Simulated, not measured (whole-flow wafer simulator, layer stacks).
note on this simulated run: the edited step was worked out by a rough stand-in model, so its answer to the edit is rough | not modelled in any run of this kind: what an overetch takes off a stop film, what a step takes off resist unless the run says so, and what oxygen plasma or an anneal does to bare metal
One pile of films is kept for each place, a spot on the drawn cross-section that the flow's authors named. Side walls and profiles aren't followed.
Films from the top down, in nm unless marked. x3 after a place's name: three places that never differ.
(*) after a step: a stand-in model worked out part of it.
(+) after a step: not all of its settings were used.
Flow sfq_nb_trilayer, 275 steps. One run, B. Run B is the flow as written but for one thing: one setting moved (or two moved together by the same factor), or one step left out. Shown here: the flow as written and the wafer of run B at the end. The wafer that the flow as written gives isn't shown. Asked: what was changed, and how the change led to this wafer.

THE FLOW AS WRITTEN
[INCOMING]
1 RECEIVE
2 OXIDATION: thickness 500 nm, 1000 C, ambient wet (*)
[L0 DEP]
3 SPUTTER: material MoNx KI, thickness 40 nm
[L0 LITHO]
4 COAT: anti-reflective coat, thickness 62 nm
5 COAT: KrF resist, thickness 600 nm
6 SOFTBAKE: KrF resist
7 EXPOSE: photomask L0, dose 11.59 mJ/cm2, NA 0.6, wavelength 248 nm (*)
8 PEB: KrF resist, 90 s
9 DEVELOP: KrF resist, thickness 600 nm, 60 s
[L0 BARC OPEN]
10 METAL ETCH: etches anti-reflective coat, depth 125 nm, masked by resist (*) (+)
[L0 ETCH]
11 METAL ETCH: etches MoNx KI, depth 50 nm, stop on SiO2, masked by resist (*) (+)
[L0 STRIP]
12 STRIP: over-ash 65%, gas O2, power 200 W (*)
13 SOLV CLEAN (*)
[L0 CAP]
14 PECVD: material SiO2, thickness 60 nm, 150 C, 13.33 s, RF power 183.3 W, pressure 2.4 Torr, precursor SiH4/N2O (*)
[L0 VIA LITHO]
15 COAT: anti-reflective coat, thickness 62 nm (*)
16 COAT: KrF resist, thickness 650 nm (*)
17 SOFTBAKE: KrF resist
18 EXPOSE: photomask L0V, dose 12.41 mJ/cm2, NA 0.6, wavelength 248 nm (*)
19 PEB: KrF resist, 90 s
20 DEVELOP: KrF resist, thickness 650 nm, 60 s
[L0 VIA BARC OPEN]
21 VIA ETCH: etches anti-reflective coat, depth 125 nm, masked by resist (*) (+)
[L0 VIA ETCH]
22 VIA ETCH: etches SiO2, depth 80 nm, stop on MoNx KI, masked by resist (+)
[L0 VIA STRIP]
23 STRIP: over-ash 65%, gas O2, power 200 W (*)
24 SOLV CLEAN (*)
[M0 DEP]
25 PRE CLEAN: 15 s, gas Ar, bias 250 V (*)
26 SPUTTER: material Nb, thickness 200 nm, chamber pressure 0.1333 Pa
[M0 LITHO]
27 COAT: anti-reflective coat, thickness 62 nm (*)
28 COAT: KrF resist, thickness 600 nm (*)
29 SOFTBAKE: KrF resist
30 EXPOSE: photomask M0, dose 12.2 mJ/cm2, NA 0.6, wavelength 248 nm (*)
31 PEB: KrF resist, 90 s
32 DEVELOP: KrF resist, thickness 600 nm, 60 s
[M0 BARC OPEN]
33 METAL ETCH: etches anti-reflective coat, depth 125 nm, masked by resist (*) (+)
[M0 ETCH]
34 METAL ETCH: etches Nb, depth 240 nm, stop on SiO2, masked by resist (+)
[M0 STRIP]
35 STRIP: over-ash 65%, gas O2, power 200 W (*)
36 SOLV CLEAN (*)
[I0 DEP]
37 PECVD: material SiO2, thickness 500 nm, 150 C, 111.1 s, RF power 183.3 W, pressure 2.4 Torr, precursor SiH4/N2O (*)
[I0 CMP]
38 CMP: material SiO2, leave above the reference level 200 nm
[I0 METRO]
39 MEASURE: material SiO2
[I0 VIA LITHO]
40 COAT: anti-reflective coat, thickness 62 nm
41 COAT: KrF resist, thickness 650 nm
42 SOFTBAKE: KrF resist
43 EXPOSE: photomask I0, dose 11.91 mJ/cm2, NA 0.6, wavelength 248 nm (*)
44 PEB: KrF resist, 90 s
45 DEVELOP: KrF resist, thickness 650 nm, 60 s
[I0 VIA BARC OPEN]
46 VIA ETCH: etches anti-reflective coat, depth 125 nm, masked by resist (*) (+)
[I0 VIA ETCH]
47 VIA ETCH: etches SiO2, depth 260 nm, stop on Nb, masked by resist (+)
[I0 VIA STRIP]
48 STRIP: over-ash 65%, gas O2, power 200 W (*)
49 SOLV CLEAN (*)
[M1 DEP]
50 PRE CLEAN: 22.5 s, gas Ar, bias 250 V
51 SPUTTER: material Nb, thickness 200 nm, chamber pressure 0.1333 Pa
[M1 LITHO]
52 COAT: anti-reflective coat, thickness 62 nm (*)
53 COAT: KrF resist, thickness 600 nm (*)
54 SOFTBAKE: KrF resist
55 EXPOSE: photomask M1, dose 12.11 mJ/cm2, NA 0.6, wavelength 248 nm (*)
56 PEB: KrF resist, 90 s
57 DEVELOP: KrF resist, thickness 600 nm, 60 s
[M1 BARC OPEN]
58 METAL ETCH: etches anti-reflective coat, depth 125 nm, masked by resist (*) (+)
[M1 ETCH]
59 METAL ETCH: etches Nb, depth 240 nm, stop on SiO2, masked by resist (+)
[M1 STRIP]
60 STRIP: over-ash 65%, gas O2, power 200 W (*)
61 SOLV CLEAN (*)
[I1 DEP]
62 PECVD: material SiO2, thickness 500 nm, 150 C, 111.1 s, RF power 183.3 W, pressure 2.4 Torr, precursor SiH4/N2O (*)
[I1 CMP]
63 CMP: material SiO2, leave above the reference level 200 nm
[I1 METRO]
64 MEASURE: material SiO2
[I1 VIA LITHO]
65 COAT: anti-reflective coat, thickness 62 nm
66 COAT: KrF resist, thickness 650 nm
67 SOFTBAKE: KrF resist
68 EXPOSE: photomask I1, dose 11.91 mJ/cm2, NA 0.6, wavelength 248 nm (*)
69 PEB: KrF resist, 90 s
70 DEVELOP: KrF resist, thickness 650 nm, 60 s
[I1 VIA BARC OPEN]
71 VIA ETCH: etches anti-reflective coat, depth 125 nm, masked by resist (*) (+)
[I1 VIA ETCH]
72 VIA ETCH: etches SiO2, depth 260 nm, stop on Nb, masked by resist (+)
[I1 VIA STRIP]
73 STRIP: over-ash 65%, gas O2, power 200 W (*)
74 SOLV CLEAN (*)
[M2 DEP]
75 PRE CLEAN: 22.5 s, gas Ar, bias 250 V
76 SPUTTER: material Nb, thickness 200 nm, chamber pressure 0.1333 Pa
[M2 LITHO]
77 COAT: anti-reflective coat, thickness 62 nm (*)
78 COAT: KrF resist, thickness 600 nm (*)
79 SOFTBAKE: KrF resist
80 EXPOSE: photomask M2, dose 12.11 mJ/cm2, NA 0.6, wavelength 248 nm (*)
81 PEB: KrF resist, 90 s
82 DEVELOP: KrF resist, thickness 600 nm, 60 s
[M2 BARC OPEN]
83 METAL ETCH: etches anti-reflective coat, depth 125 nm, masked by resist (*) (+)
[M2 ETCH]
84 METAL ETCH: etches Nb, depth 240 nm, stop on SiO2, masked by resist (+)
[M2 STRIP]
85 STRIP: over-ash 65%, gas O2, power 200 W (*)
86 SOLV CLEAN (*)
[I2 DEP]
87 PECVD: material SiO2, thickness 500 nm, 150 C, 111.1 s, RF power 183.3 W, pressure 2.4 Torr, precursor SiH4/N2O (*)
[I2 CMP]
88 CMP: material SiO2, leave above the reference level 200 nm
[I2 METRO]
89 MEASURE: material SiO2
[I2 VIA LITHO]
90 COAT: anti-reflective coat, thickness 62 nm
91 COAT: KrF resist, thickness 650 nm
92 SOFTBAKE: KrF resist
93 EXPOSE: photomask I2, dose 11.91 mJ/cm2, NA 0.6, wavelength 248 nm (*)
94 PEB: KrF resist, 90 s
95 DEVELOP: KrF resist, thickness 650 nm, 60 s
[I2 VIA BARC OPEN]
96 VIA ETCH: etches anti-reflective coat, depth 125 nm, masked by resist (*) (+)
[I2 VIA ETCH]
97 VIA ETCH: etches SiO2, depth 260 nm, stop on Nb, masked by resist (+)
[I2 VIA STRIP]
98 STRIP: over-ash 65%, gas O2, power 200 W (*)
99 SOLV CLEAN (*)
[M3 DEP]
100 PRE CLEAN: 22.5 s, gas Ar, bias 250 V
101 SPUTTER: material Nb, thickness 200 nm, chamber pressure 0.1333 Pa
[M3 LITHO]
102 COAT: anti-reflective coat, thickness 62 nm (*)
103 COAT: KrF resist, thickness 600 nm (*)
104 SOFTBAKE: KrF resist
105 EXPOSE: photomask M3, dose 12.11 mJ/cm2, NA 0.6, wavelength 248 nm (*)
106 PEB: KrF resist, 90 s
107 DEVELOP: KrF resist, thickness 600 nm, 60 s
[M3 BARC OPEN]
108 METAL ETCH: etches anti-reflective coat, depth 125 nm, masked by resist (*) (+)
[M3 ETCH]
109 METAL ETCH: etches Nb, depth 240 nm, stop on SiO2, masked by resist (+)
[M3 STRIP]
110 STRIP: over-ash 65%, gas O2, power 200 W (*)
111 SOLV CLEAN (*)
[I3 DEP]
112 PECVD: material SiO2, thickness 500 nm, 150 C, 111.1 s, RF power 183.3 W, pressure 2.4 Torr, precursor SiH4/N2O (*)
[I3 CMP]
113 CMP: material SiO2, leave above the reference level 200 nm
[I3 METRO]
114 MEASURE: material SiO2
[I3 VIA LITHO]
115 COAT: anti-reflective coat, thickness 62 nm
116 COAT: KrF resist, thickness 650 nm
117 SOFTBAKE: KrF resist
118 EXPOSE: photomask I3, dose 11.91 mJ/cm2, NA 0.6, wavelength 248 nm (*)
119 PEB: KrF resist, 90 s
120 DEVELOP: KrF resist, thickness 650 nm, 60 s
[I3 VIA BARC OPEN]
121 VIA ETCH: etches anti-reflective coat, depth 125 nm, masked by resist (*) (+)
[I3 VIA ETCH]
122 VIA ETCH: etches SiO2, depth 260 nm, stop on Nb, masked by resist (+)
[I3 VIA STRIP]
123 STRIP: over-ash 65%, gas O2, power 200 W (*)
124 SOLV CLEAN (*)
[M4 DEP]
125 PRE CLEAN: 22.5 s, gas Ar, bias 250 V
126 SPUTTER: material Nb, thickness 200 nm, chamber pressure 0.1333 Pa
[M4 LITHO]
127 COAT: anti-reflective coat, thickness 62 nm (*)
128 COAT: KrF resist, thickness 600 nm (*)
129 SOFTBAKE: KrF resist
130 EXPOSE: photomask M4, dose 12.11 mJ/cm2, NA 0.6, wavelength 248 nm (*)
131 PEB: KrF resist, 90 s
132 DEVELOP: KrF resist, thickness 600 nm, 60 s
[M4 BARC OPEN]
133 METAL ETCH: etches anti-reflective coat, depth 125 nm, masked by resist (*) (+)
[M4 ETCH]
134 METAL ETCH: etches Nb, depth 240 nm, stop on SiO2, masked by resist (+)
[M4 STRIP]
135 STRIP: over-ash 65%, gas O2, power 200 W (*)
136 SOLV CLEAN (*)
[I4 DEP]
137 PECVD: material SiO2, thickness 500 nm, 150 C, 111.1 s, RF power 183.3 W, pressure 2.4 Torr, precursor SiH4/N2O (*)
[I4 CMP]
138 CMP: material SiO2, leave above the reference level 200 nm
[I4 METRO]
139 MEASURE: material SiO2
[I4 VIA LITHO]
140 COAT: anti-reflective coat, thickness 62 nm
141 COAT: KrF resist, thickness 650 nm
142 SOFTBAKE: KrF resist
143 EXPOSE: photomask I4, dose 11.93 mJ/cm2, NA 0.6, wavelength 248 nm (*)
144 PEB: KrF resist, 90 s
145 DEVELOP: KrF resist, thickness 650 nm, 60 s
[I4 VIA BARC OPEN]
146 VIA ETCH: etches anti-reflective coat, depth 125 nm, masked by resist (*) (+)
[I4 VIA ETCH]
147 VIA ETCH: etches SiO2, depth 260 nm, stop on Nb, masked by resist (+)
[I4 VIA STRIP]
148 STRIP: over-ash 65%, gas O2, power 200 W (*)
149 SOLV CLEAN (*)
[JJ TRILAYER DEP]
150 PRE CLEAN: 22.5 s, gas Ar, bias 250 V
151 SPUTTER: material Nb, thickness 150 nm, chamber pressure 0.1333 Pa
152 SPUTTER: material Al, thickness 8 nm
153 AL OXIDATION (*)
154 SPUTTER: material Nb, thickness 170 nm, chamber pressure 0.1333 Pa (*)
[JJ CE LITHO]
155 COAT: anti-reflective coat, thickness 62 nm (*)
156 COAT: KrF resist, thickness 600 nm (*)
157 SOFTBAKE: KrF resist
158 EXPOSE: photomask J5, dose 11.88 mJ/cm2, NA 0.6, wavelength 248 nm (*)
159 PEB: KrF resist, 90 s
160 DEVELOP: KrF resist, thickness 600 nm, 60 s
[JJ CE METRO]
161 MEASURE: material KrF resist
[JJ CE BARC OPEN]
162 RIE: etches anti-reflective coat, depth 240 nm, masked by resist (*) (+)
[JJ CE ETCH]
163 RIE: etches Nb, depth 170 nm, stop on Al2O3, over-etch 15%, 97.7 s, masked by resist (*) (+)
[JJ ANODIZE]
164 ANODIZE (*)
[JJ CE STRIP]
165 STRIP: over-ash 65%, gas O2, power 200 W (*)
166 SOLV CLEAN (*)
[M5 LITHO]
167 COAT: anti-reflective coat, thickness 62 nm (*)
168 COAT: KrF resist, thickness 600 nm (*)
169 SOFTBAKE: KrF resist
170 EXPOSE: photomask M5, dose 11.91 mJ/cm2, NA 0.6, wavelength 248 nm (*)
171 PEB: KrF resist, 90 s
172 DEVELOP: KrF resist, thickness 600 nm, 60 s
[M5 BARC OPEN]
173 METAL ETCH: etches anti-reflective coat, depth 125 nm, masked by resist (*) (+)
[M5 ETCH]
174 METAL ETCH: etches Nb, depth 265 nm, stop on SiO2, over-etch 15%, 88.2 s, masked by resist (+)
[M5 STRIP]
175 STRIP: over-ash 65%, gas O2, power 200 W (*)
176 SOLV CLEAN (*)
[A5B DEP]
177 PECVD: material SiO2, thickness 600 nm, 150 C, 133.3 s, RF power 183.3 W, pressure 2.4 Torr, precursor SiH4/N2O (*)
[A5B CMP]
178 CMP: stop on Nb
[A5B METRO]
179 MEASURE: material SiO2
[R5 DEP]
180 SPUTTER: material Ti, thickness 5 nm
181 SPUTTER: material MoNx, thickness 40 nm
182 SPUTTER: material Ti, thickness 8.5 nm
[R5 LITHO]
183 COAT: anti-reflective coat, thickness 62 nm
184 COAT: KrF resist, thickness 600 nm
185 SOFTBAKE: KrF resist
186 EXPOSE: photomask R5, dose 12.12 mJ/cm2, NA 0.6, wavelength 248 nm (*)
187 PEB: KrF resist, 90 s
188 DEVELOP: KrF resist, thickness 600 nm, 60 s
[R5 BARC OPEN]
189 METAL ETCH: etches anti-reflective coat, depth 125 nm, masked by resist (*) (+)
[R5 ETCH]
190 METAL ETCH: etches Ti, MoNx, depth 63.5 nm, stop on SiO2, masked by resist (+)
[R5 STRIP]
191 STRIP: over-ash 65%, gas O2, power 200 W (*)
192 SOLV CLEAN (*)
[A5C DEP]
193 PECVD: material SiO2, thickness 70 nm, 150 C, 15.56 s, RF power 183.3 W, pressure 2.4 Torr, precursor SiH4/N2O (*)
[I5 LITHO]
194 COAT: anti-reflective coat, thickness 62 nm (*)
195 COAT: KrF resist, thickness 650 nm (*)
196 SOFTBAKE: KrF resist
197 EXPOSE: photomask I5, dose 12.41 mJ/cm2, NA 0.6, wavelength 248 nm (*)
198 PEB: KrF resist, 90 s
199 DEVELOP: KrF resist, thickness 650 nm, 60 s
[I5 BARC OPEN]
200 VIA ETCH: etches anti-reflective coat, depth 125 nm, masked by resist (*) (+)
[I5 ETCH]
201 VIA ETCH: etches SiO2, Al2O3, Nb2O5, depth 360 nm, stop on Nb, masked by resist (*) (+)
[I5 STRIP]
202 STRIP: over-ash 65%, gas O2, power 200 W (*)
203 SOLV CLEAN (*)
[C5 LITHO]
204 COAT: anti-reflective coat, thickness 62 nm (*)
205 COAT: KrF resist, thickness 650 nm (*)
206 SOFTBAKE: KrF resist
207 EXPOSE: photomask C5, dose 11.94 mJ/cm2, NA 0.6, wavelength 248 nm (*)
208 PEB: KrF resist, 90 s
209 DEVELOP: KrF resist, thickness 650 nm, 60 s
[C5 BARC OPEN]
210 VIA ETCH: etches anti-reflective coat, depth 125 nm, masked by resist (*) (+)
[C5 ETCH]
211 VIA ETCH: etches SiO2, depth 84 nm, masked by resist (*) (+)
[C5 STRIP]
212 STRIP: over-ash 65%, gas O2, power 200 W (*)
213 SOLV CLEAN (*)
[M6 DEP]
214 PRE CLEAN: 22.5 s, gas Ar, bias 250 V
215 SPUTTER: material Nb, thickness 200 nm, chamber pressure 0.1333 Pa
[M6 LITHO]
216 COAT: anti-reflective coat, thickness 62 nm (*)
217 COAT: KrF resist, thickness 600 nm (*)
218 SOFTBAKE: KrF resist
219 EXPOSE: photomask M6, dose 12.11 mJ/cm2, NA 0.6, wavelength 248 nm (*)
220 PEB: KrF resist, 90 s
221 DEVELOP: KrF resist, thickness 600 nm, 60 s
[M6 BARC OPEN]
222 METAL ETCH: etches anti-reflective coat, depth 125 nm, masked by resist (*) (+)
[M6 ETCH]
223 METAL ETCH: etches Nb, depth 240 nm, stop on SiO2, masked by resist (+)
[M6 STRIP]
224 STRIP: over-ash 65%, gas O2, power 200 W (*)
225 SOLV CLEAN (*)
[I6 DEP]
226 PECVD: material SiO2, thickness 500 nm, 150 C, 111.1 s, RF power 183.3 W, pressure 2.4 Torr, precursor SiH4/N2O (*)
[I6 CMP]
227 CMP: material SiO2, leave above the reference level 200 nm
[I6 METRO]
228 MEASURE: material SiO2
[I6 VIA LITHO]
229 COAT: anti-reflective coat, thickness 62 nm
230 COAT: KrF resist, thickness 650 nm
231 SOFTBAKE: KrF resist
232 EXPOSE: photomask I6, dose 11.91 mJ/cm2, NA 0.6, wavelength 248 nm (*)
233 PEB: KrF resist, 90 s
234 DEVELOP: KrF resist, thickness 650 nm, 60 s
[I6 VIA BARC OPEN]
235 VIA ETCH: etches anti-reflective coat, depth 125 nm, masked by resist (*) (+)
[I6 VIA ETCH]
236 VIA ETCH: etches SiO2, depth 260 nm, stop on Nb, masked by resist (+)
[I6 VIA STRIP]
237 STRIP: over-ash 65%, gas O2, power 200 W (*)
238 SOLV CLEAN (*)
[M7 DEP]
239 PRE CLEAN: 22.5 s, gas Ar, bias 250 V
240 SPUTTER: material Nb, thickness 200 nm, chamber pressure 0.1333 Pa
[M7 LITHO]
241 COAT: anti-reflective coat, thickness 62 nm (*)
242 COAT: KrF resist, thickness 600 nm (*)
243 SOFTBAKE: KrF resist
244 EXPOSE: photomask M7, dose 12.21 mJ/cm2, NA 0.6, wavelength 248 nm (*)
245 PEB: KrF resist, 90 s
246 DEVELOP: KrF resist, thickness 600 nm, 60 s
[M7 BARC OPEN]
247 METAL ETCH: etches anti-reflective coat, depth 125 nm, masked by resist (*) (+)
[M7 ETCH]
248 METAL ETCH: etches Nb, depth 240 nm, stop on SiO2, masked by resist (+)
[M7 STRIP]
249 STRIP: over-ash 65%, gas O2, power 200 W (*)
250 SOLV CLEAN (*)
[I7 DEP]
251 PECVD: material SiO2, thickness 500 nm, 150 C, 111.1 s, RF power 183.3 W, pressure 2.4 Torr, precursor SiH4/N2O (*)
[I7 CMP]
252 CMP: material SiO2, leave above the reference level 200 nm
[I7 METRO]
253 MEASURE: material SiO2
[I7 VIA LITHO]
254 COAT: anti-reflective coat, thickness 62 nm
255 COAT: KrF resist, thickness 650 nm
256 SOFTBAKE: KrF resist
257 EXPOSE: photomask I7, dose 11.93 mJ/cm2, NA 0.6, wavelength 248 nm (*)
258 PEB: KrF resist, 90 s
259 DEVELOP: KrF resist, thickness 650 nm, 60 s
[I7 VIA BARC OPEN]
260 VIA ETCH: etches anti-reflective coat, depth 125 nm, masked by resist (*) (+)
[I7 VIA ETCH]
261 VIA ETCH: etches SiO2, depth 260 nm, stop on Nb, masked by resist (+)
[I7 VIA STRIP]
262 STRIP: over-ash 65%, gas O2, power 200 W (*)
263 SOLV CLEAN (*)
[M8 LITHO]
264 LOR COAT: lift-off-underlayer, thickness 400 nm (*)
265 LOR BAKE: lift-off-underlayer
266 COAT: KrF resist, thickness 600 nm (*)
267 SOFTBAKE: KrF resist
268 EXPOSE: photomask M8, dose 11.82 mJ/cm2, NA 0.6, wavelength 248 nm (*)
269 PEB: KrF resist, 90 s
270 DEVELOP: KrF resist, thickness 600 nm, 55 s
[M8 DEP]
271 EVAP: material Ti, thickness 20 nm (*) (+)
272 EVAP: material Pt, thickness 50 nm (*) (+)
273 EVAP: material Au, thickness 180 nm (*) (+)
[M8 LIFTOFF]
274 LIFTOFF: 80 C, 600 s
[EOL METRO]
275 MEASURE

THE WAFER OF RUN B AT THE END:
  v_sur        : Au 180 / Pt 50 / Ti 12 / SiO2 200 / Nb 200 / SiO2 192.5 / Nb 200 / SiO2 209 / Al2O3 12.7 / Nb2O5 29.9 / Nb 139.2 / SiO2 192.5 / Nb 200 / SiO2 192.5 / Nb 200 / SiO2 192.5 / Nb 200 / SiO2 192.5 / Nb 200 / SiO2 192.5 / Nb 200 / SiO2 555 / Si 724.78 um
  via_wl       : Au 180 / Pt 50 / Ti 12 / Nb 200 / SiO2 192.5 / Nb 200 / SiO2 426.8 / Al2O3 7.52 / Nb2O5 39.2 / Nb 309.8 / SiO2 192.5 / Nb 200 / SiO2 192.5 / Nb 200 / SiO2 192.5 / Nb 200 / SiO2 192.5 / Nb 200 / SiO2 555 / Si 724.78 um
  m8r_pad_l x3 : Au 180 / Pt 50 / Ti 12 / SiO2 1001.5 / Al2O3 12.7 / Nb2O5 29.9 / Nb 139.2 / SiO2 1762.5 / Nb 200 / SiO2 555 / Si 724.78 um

The cause: step 271, EVAP: thickness 12 nm was run, where the flow has thickness 20 nm.
It can be read off the wafer: v_sur has Ti 12, and step 271 as written asks for 20 nm.

How the change led to this, step by step:
  271 EVAP: material Ti, thickness 20 nm (*) (+)
      field_l, v_sur, via_wl and 103 more: Ti +12 (new film) (as written it would be: Ti +20 (new film))
  274 LIFTOFF: 80 C, 600 s
      p4_fl x3, p4_w1 x9, p4_g1 x2 and 60 more: Au -180 (all of it), Pt -50 (all of it), Ti -12 (all of it), KrF resist -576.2 (all of it), lift-off-underlayer -400 (all of it) (as written it would be: Au -180 (all of it), Pt -50 (all of it), Ti -20 (all of it), KrF resist -576.2 (all of it), lift-off-underlayer -400 (all of it))
      c5j, ce_r: Au -180 (all of it), Pt -50 (all of it), Ti -12 (all of it), KrF resist -573.3 (all of it), lift-off-underlayer -399.3 (all of it) (as written it would be: Au -180 (all of it), Pt -50 (all of it), Ti -20 (all of it), KrF resist -573.3 (all of it), lift-off-underlayer -399.3 (all of it))
      (and at 19 more places)
